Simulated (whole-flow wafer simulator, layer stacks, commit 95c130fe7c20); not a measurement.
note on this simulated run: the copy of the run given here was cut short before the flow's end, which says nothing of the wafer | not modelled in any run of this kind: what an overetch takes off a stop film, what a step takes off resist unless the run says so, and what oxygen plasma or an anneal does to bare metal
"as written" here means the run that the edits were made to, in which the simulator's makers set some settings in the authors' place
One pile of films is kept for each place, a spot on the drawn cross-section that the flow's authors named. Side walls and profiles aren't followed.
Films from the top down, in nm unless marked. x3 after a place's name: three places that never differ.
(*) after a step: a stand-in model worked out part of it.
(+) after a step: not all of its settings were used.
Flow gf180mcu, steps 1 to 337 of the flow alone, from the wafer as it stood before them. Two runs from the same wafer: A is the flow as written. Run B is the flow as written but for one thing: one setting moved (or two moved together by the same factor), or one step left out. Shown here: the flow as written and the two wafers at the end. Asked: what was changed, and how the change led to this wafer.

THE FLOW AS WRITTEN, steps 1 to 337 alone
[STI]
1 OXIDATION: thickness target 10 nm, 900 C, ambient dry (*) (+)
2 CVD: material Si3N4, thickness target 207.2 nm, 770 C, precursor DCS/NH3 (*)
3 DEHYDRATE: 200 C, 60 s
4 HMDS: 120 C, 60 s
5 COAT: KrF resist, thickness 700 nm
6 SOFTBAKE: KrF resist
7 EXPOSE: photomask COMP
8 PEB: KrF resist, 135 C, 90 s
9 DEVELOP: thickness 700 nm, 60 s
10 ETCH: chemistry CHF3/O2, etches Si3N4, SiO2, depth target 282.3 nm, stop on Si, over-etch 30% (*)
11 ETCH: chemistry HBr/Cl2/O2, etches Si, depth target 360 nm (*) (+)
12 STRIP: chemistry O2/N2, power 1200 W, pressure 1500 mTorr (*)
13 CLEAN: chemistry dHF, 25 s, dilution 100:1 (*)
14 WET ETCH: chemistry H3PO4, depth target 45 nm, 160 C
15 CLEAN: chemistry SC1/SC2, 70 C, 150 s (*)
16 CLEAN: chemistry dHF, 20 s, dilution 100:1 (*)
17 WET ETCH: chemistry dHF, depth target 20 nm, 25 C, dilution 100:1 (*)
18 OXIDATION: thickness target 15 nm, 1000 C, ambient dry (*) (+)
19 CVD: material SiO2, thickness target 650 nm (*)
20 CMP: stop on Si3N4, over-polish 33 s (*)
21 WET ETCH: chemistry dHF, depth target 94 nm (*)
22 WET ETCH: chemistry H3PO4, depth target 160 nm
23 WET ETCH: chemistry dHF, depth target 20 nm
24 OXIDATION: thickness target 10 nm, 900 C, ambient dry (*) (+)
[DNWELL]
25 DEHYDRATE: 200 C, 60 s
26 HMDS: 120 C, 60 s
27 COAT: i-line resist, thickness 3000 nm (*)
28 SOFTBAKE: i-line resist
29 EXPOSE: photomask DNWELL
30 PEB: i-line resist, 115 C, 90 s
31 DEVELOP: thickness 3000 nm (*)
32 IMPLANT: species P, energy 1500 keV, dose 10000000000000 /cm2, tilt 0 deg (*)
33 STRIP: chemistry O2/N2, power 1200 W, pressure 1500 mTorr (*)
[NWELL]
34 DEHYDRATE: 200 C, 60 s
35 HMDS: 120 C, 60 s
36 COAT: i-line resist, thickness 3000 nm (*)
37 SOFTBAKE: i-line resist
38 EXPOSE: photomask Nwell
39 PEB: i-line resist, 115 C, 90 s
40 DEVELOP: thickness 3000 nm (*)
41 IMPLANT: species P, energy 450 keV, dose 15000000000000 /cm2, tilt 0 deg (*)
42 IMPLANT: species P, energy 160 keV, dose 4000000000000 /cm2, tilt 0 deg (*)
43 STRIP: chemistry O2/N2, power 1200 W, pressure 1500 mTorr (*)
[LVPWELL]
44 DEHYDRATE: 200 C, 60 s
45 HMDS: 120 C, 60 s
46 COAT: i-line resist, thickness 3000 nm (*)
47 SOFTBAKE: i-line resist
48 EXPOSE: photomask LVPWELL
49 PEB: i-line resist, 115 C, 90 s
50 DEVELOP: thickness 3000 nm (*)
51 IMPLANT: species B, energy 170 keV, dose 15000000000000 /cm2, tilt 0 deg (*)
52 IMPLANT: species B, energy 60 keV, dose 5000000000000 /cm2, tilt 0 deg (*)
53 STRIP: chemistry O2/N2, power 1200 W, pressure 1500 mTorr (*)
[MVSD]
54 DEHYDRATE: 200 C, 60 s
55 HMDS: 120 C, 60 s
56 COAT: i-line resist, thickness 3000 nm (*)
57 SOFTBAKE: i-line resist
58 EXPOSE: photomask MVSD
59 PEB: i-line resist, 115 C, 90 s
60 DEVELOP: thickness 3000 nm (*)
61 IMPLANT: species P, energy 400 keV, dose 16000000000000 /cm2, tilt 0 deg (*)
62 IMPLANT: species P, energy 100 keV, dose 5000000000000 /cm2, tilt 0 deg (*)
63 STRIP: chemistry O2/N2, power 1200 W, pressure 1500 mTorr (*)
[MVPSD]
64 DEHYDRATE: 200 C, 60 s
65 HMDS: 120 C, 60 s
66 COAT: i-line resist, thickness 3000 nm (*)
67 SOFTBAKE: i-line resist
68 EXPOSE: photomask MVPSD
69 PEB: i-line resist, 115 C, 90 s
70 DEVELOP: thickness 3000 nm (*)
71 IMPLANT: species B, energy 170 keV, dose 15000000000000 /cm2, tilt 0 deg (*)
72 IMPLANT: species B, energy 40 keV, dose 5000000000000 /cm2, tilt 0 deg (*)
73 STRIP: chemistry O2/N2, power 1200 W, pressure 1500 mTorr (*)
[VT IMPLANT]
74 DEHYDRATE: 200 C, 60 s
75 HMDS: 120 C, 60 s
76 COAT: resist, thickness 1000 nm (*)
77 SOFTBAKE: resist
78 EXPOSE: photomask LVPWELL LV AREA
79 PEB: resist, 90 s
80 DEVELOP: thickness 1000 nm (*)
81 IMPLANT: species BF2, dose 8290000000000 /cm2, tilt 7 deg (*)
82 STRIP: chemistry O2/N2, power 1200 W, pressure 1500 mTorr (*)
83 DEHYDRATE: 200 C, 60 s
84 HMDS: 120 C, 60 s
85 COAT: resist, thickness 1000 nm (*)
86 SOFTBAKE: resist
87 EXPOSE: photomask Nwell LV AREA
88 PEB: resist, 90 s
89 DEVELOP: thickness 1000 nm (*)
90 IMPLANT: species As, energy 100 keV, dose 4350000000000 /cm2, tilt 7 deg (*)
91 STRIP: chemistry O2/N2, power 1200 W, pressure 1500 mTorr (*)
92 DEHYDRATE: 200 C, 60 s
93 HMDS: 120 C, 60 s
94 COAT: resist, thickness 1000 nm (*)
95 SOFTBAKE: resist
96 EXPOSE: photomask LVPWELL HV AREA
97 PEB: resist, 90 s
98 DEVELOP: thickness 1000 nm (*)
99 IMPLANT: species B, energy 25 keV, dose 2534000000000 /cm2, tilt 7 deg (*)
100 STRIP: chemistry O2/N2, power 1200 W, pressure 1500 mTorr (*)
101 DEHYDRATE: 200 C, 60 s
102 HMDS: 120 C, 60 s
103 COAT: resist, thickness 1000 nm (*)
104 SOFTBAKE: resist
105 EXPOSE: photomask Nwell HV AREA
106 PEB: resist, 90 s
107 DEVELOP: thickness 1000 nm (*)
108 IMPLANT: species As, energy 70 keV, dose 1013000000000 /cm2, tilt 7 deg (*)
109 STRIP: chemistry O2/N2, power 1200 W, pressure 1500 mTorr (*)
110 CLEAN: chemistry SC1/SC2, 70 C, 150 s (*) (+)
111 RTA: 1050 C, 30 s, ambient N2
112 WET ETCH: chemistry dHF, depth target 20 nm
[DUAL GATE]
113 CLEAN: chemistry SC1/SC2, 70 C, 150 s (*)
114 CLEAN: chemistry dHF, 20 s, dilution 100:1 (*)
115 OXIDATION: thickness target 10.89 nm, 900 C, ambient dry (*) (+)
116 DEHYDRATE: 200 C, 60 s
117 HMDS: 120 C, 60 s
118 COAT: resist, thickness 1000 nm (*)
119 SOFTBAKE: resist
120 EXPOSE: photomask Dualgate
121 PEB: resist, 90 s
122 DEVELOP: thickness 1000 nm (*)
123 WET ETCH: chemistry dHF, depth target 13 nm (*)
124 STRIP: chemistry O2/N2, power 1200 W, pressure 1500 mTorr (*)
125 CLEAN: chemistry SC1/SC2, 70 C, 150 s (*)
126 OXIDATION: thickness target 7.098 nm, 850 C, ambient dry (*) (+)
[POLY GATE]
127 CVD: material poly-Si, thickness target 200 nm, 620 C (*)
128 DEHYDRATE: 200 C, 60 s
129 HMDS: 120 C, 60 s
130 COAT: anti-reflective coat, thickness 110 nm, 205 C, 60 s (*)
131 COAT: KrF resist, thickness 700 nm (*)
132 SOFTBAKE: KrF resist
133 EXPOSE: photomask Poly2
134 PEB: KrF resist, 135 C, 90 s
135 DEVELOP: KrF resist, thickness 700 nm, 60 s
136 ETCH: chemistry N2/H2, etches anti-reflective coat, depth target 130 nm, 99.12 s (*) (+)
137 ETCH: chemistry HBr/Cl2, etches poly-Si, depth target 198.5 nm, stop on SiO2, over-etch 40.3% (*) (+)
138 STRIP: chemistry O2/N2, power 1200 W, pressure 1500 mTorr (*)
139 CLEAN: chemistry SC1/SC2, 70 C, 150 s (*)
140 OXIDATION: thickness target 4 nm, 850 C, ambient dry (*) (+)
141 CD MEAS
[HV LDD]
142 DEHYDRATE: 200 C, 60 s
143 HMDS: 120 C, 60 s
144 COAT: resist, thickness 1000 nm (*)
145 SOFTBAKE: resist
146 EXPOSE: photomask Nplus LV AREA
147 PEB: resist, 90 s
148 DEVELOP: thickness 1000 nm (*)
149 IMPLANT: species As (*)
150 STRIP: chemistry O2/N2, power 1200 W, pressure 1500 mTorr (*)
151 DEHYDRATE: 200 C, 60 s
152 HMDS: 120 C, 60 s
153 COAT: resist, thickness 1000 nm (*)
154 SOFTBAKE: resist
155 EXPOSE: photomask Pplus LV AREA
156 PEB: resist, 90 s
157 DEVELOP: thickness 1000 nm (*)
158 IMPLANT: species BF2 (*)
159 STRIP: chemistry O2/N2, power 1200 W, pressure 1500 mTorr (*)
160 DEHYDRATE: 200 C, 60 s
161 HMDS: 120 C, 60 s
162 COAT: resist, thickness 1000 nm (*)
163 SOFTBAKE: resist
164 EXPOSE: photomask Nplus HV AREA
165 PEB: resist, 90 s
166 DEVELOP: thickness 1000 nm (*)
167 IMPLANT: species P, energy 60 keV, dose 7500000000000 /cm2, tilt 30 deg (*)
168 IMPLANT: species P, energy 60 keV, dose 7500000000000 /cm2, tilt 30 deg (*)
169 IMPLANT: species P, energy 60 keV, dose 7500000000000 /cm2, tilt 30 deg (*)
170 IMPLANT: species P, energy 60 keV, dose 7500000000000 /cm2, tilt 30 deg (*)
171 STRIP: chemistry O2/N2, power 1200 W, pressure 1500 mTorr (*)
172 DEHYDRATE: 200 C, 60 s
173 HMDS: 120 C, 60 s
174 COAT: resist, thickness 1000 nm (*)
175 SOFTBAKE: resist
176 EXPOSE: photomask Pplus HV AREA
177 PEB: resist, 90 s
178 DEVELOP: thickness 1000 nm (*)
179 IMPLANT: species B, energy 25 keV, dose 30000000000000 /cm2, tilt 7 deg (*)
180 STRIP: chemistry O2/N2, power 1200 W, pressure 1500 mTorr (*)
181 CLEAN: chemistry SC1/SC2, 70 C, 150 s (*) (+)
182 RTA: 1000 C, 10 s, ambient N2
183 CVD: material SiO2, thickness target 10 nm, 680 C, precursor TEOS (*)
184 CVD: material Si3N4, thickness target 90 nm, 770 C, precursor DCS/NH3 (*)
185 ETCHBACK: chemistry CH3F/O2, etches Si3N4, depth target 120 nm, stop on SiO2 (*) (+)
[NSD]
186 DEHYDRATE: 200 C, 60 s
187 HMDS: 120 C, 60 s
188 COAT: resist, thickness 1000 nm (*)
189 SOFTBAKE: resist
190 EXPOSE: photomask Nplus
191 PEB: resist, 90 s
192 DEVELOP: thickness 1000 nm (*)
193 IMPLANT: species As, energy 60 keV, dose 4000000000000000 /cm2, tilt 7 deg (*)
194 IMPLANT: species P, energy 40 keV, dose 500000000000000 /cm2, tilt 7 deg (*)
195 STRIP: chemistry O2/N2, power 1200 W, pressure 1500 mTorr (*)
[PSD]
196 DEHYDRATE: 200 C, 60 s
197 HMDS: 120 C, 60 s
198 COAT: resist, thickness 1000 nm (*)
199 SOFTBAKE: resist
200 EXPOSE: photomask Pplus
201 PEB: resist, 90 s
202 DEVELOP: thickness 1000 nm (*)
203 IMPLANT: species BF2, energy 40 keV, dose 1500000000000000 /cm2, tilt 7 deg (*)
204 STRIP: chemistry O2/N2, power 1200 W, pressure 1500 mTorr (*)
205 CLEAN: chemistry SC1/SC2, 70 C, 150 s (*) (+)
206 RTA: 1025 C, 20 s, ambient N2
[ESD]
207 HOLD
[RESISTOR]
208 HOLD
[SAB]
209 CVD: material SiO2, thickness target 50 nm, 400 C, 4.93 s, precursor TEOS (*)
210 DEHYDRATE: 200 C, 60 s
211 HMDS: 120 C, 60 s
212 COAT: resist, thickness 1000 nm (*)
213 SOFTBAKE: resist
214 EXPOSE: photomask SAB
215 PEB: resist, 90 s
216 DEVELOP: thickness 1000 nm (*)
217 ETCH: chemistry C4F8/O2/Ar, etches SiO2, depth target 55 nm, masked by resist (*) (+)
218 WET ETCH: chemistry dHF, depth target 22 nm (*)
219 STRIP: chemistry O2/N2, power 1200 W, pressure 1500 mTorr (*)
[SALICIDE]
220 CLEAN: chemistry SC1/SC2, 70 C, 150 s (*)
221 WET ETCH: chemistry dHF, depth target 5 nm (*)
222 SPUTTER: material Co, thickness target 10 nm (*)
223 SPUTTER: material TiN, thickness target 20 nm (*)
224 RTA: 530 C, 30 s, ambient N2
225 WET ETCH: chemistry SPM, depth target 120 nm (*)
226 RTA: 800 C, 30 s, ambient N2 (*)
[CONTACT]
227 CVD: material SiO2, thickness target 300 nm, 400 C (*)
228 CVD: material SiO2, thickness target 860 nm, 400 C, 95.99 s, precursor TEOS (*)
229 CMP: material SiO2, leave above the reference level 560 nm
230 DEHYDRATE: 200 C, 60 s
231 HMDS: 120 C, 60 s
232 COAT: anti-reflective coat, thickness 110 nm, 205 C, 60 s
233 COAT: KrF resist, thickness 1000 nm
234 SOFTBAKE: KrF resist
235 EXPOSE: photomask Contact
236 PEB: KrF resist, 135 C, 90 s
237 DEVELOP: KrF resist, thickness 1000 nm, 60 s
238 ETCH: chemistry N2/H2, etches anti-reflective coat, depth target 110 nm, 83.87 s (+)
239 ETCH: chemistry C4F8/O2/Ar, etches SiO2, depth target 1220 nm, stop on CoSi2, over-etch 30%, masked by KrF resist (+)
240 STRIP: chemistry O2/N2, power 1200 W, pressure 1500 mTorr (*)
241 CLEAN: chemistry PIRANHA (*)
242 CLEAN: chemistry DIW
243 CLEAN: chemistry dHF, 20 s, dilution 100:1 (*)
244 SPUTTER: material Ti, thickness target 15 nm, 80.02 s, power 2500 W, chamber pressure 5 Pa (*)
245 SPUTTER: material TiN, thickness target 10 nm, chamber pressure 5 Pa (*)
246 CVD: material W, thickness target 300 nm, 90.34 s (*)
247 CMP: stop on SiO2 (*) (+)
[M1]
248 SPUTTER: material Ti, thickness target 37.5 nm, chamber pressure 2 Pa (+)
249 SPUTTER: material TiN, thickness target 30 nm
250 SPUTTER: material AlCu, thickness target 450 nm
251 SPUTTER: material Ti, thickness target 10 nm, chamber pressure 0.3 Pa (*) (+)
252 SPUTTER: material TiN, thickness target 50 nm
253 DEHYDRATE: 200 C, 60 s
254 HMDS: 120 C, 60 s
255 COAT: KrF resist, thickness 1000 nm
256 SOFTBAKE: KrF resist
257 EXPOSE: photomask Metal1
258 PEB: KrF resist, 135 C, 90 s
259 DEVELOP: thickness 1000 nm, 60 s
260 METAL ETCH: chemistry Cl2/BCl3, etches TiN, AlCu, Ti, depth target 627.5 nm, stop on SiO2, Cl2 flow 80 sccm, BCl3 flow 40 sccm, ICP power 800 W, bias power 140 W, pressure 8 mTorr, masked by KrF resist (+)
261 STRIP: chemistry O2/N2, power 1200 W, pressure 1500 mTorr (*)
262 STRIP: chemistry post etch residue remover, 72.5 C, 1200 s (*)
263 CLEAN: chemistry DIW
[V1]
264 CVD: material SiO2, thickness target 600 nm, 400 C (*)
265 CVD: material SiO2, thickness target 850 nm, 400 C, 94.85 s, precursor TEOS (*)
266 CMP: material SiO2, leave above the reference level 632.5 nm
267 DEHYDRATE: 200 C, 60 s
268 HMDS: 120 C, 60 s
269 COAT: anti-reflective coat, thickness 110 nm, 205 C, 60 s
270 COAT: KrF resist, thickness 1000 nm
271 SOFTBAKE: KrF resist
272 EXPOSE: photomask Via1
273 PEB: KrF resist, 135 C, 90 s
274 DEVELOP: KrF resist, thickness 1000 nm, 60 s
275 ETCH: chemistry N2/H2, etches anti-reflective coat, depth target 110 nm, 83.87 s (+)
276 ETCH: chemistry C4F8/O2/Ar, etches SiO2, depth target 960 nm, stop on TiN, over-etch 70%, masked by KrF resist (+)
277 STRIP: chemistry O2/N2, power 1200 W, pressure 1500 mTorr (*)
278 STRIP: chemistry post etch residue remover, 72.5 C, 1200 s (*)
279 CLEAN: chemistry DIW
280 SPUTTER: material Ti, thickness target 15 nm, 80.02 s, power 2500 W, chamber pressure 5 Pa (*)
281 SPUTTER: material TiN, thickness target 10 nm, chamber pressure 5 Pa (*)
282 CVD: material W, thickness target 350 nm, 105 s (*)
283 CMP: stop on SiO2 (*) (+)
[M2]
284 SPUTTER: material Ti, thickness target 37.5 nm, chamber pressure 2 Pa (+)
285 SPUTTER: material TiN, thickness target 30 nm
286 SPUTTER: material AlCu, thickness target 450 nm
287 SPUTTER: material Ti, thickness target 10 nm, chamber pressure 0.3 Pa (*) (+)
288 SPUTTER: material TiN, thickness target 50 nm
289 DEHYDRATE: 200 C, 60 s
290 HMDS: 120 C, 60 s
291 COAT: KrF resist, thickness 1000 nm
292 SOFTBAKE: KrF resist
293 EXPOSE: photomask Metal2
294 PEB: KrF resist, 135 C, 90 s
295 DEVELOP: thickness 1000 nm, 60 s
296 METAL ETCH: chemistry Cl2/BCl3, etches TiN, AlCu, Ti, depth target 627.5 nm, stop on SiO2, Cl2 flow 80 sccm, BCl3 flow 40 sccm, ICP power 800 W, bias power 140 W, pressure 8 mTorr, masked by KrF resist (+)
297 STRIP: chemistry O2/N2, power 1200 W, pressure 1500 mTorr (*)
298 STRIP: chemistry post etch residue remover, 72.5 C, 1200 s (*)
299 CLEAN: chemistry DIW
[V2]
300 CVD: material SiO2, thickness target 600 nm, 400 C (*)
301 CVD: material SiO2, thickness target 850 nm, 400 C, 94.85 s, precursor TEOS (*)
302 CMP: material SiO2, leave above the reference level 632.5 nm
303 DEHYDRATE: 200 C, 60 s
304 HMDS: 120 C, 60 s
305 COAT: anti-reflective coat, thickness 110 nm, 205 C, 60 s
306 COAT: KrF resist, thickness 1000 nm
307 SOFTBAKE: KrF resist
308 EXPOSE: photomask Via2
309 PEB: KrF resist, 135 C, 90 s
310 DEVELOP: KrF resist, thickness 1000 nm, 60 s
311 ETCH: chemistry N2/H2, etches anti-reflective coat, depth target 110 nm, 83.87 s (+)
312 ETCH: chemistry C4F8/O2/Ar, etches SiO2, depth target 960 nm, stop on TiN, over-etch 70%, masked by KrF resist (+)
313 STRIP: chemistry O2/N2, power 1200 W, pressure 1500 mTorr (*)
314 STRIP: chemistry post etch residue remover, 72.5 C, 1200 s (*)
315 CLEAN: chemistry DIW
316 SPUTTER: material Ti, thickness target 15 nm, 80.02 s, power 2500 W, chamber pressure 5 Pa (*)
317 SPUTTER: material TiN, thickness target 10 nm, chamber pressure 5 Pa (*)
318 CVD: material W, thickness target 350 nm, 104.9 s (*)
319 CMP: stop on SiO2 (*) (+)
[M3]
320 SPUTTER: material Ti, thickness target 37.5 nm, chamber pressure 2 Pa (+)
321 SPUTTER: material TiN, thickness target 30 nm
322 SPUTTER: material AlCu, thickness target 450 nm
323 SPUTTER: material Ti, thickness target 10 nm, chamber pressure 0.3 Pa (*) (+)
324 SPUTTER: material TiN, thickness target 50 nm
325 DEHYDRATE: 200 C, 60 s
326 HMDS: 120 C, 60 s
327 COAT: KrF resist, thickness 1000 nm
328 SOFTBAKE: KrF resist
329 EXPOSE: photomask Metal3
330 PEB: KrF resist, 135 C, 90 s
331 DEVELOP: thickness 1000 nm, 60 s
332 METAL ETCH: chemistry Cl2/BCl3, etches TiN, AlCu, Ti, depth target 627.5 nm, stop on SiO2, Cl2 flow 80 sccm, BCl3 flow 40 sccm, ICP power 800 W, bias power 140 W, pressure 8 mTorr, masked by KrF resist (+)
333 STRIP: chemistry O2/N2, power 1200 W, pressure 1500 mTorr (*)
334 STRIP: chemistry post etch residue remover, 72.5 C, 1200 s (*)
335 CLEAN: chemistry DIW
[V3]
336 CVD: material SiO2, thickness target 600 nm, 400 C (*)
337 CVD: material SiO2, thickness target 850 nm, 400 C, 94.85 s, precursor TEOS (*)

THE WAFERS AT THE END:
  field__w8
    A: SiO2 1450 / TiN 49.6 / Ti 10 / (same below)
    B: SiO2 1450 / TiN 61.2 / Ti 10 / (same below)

The cause: step 324, SPUTTER: thickness target 61.6 nm was run, where the flow has thickness target 50 nm.

How the change led to this, step by step:
  324 SPUTTER: material TiN, thickness target 50 nm
      field, field__w1, field__w2 and 108 more: A TiN +50 (new film) | B TiN +61.6 (new film)
  332 METAL ETCH: chemistry Cl2/BCl3, etches TiN, AlCu, Ti, depth target 627.5 nm, stop on SiO2, Cl2 flow 80 sccm, BCl3 flow 40 sccm, ICP power 800 W, bias power 140 W, pressure 8 mTorr, masked by KrF resist (+)
      field, field__w1, field__w2 and 103 more: A TiN -50 (all of it), Ti -10 (all of it), AlCu -450 (all of it), TiN -30 (all of it), Ti -37.5 (all of it) | B TiN -61.6 (all of it), Ti -10 (all of it), AlCu -450 (all of it), TiN -30 (all of it), Ti -37.5 (all of it)
